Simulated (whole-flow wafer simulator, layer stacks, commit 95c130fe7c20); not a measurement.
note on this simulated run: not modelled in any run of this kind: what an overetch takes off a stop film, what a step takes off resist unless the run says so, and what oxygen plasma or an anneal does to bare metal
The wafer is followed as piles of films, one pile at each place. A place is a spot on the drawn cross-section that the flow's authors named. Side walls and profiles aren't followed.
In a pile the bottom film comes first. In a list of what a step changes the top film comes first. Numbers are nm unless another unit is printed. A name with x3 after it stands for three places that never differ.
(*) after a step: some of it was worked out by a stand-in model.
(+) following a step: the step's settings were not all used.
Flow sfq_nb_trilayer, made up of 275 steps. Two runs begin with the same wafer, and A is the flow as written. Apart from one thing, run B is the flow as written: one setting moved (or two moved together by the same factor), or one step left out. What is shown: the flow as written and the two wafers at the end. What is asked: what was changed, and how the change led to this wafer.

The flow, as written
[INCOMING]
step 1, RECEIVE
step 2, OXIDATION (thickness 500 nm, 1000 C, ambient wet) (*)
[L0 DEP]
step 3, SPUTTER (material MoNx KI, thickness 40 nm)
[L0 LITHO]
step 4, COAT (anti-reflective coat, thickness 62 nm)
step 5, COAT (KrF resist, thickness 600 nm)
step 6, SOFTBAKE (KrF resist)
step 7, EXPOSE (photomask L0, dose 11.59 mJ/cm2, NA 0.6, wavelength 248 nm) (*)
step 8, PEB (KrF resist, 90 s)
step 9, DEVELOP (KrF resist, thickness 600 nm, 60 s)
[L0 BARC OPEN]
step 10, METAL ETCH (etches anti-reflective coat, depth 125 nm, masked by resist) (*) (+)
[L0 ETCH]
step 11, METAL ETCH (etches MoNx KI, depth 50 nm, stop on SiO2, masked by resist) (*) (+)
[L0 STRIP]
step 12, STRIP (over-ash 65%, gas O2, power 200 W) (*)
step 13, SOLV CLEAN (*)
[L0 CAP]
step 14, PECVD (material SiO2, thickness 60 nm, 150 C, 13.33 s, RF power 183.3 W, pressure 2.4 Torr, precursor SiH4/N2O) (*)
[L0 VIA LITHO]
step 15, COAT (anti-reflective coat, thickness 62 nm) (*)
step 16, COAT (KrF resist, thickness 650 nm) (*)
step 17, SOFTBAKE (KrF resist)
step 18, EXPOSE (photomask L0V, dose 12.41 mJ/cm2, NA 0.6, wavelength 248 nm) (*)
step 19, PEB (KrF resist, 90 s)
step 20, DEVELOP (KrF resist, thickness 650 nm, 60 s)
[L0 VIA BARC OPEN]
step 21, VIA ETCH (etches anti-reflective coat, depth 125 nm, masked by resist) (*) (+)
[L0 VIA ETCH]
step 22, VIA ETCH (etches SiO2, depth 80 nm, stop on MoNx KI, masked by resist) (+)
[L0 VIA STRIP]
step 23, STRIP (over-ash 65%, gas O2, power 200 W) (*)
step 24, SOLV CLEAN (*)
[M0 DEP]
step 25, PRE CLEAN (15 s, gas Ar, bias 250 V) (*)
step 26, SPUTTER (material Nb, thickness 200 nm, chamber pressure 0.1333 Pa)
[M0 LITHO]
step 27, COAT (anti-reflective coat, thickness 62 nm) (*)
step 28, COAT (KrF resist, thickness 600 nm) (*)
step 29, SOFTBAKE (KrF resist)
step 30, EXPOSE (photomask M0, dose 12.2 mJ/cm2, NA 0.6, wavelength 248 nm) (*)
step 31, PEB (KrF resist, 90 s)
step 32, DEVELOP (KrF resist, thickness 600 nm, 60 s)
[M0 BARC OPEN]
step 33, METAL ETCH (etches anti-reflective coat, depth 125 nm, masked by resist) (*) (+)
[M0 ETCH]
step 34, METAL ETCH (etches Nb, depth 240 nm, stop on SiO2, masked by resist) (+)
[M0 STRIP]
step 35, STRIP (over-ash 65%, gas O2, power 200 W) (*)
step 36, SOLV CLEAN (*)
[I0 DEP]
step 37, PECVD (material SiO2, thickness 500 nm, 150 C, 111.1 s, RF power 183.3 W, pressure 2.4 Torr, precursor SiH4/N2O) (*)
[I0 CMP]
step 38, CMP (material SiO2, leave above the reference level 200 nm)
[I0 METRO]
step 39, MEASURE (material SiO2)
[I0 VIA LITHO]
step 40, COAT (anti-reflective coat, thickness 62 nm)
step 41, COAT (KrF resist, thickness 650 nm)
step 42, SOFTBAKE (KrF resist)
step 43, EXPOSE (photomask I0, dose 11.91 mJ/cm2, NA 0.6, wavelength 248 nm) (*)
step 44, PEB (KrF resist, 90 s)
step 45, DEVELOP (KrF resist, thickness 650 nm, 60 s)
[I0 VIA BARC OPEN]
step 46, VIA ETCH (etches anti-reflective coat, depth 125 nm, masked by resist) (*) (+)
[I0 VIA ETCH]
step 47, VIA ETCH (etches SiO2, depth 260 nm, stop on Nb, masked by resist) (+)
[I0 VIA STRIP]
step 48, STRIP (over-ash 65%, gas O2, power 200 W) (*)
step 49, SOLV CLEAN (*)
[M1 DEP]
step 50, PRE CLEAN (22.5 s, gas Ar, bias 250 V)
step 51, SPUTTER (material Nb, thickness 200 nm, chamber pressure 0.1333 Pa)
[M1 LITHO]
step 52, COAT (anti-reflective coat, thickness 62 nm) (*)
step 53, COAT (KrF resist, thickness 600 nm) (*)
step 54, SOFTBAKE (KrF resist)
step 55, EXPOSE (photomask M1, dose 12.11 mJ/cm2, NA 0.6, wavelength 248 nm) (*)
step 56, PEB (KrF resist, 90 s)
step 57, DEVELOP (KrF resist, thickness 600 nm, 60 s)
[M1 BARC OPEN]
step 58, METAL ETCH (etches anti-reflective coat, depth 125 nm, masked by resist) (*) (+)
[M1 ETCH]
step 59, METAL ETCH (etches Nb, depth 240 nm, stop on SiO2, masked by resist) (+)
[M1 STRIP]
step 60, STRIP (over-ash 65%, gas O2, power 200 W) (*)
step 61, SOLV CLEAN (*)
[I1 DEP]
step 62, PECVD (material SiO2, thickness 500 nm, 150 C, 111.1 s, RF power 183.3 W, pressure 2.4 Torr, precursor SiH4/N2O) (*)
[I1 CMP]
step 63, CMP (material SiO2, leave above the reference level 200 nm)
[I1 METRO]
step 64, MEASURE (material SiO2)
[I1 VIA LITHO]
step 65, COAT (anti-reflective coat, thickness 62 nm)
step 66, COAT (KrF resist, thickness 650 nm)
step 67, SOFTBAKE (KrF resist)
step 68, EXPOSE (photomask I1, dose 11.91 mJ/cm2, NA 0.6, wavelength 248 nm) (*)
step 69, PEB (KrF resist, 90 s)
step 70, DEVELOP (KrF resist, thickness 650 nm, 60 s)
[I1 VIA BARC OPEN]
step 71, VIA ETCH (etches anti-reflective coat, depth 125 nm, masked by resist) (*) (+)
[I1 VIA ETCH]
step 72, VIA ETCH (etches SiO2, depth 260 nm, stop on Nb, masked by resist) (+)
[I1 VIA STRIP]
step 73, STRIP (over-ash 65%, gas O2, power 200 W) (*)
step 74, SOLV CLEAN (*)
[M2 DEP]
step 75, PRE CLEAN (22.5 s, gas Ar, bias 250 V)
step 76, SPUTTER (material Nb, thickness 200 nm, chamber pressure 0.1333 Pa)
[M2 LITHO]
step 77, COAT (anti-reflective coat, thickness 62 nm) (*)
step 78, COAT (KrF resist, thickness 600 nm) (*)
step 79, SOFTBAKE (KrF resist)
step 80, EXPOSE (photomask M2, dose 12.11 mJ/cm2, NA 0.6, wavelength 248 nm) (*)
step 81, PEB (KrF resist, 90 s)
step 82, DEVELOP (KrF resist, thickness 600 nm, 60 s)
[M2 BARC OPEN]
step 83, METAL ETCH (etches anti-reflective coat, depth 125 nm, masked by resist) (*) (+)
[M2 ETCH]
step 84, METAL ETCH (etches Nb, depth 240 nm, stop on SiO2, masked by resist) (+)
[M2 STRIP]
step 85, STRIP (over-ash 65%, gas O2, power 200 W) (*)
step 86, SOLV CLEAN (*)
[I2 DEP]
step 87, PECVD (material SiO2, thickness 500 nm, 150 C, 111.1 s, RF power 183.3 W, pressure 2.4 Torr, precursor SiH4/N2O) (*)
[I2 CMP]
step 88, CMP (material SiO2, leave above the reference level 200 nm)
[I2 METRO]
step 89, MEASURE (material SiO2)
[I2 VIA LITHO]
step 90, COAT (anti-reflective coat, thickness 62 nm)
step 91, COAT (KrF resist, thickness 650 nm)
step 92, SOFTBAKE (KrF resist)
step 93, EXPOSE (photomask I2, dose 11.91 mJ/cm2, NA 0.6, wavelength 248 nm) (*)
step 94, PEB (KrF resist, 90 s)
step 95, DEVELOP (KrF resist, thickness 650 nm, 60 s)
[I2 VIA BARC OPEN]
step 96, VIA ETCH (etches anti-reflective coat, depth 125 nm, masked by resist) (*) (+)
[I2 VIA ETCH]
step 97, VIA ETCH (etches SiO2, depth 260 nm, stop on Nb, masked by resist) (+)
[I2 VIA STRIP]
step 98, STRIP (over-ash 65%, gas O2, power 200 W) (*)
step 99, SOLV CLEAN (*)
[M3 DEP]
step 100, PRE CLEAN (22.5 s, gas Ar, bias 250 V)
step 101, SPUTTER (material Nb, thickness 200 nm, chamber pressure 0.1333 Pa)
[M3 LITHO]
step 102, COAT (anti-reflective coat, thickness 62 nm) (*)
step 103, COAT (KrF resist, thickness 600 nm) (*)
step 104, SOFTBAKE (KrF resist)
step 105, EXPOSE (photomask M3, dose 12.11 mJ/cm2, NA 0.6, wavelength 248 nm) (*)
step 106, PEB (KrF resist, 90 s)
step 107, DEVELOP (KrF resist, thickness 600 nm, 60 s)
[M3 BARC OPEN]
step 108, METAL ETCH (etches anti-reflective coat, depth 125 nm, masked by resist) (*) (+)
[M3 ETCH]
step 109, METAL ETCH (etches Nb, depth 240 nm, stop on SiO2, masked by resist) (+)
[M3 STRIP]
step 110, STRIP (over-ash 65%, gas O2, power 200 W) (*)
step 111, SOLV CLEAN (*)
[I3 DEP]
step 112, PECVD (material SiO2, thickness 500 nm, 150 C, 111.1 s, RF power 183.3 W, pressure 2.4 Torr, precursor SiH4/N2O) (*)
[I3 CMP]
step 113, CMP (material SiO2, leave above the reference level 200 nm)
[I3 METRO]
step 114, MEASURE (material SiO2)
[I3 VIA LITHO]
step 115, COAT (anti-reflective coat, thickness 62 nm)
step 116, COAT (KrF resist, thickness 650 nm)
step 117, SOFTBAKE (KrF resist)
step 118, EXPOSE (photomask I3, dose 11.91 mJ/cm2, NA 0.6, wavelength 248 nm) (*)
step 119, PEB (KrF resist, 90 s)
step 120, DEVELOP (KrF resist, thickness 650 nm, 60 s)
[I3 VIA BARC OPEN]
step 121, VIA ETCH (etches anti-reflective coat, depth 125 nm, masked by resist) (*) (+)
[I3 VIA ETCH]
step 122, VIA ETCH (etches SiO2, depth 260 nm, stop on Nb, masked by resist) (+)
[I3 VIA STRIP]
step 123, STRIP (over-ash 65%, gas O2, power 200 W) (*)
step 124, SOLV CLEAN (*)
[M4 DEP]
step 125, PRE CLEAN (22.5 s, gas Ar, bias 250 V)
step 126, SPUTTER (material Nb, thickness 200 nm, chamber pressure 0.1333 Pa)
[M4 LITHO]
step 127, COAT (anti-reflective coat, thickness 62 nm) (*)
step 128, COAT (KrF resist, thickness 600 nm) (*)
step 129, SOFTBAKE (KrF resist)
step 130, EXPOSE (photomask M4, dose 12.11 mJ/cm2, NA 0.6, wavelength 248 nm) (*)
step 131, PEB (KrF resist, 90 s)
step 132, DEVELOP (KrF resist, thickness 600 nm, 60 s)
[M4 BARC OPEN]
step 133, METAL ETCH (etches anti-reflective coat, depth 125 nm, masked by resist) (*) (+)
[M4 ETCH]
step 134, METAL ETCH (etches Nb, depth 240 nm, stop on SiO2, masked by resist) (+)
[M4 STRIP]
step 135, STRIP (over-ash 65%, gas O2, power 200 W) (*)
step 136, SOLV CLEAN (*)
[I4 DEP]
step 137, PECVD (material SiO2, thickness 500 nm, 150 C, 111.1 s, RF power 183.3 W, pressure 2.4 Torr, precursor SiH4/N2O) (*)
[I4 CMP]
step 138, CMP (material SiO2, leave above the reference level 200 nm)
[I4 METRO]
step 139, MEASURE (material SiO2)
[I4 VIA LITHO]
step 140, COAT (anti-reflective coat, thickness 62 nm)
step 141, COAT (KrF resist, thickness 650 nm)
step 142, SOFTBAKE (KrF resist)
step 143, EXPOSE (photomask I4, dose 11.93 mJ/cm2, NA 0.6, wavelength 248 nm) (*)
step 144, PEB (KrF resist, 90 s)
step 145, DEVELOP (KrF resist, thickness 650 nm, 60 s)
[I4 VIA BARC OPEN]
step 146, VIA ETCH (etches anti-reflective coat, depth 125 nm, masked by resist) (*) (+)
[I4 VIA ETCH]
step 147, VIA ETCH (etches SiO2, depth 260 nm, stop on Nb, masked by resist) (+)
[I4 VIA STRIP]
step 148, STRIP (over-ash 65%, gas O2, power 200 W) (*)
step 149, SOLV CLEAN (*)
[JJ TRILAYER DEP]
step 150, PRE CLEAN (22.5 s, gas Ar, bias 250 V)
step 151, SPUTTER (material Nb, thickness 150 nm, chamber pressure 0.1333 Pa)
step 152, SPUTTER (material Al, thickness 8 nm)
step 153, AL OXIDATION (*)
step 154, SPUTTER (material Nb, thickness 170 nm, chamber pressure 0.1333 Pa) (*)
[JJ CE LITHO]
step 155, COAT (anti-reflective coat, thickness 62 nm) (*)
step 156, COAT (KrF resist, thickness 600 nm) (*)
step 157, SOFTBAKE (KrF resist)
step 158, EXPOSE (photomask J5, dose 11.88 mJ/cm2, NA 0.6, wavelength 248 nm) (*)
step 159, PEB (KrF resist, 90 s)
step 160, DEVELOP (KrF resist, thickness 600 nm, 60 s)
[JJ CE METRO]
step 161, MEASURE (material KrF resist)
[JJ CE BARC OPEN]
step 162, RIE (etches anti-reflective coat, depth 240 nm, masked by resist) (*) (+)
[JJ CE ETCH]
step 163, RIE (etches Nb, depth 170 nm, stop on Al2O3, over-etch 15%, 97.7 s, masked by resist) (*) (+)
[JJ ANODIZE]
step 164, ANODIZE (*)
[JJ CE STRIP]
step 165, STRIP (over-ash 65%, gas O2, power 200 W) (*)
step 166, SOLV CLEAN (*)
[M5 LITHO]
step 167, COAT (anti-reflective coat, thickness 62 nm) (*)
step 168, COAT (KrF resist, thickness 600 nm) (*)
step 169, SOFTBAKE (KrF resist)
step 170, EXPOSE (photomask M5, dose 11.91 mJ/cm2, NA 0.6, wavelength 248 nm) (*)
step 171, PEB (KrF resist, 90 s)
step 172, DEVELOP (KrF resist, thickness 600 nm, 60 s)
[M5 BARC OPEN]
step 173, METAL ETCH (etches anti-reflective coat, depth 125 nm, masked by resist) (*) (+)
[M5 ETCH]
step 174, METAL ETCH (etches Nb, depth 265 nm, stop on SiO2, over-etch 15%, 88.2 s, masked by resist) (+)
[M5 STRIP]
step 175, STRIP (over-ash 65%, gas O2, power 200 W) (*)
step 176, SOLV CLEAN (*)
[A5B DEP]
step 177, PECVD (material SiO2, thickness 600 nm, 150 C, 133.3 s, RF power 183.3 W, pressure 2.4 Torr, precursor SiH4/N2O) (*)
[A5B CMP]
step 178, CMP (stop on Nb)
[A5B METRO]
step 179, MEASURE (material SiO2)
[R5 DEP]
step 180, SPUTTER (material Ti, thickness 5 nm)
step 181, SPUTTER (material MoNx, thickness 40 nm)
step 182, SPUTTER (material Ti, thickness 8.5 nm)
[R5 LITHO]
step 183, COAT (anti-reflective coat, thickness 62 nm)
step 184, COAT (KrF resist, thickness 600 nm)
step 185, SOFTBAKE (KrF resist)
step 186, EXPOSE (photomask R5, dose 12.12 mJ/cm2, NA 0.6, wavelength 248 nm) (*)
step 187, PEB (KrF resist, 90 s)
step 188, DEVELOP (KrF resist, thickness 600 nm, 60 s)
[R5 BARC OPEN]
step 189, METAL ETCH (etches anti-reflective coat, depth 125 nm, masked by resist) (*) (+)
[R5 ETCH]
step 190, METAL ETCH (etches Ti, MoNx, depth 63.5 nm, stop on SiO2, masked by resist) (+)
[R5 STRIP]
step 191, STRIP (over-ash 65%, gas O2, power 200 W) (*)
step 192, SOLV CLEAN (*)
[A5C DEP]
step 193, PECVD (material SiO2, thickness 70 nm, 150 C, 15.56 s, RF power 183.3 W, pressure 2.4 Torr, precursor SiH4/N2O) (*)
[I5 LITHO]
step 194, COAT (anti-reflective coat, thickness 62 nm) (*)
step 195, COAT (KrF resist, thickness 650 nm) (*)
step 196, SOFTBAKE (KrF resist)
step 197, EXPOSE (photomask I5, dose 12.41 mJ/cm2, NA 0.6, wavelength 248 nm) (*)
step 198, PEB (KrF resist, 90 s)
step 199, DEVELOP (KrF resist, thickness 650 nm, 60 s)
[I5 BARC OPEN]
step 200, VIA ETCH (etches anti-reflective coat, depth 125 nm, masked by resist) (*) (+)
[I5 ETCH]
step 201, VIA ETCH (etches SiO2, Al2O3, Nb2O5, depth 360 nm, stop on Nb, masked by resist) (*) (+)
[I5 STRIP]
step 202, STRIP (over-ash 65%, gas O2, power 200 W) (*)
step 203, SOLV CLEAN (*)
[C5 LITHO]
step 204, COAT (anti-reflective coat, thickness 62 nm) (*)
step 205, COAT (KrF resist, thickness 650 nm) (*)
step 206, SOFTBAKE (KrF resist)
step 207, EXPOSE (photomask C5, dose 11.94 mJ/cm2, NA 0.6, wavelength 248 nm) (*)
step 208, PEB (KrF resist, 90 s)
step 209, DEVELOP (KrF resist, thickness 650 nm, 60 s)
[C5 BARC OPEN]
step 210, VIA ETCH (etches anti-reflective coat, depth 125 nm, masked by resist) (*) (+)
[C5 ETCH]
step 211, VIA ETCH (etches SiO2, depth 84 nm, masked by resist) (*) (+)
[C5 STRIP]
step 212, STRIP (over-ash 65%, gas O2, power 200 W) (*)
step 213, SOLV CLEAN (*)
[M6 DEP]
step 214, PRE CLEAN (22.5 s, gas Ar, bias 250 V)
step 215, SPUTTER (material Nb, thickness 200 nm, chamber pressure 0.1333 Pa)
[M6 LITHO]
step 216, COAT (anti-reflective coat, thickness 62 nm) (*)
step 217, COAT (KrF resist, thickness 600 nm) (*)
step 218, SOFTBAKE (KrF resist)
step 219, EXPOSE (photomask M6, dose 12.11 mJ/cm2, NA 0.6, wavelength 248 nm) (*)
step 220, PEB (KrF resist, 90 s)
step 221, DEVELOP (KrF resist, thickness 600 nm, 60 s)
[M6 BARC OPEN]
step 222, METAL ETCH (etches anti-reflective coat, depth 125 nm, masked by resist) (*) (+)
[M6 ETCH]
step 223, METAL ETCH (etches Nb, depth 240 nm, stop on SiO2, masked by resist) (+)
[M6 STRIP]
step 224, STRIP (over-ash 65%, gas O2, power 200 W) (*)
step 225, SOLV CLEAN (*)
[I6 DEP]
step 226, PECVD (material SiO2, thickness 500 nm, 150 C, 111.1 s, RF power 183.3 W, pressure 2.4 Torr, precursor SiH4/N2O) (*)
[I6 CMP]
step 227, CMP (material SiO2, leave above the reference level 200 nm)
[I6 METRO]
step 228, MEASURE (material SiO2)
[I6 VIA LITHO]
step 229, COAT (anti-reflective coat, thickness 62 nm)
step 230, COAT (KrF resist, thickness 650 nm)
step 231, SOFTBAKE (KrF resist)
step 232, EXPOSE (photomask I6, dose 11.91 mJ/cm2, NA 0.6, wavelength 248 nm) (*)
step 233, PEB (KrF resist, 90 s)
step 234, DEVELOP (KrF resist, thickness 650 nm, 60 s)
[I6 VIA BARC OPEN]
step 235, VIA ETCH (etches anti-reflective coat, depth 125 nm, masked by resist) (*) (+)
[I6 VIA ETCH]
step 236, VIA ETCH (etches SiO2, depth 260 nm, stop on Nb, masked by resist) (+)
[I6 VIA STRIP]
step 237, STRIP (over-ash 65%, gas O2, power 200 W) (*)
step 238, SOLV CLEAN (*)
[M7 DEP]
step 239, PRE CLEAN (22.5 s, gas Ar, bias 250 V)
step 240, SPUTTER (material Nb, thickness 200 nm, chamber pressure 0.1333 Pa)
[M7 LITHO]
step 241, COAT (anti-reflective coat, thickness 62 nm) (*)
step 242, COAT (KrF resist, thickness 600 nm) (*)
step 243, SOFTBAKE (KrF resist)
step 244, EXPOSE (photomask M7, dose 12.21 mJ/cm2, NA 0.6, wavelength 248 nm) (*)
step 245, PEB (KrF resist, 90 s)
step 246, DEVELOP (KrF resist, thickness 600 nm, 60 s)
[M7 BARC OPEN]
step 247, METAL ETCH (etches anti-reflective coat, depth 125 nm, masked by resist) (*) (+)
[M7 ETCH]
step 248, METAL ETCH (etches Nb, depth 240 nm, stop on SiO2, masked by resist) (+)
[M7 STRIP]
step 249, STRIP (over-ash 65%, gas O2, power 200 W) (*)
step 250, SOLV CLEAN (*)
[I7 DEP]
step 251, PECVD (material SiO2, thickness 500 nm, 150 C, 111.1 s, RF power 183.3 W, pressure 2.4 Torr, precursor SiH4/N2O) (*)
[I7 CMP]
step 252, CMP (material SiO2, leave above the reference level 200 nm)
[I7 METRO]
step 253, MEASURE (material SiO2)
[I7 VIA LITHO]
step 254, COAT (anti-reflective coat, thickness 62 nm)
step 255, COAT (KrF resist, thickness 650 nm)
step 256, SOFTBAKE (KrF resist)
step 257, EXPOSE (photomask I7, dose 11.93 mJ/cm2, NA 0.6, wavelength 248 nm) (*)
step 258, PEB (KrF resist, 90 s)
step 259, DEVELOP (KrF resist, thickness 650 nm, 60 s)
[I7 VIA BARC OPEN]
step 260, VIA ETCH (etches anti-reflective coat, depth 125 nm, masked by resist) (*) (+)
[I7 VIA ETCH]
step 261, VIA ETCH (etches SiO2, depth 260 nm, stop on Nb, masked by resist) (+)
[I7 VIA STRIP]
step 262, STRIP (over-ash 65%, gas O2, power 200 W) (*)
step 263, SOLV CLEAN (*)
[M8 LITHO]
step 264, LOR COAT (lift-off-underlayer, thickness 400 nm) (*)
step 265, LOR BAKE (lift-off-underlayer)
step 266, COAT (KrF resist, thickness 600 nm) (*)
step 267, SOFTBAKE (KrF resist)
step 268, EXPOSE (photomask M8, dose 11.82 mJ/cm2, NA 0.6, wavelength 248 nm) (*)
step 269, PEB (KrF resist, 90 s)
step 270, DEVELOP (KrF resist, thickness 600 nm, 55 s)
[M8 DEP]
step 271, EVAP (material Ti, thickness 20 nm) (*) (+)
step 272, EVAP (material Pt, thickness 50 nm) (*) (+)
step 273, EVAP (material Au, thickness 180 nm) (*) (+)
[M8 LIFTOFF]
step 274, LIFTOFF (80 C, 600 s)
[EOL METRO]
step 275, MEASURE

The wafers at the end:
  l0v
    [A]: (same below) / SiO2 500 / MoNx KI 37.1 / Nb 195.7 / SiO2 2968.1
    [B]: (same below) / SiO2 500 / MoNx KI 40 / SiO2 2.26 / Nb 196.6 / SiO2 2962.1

Cause: step 22, VIA ETCH: depth 52.59 nm was run, though the flow has depth 80 nm.

Step by step, how the change led to this:
  step 22, VIA ETCH (etches SiO2, depth 80 nm, stop on MoNx KI, masked by resist) (+)
      l0v: A SiO2 loses 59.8 (all of it) | B SiO2 loses 52.6
      field_l, v_sur, via_wl and 102 more: A KrF resist loses 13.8 | B KrF resist loses 9.07
  step 25, PRE CLEAN (15 s, gas Ar, bias 250 V) (*)
      l0v: A MoNx KI loses 2.91 | B SiO2 loses 5
  step 27, COAT (anti-reflective coat, thickness 62 nm) (*)
      l0v: A anti-reflective coat gains 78 (new film) | B anti-reflective coat gains 76.3 (new film)
  step 35, STRIP (over-ash 65%, gas O2, power 200 W) (*)
      l0v: A KrF resist loses 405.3 (all of it), anti-reflective coat loses 78 (all of it) | B KrF resist loses 402.1 (all of it), anti-reflective coat loses 76.3 (all of it)
  step 38, CMP (material SiO2, leave above the reference level 200 nm)
      l0v: A SiO2 loses 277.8 | B SiO2 loses 283.8
With metal films that touch counted as one body, l0v has 2 bodies (between them, from the top down: SiO2 2.26); the flow as written gives 1 body.
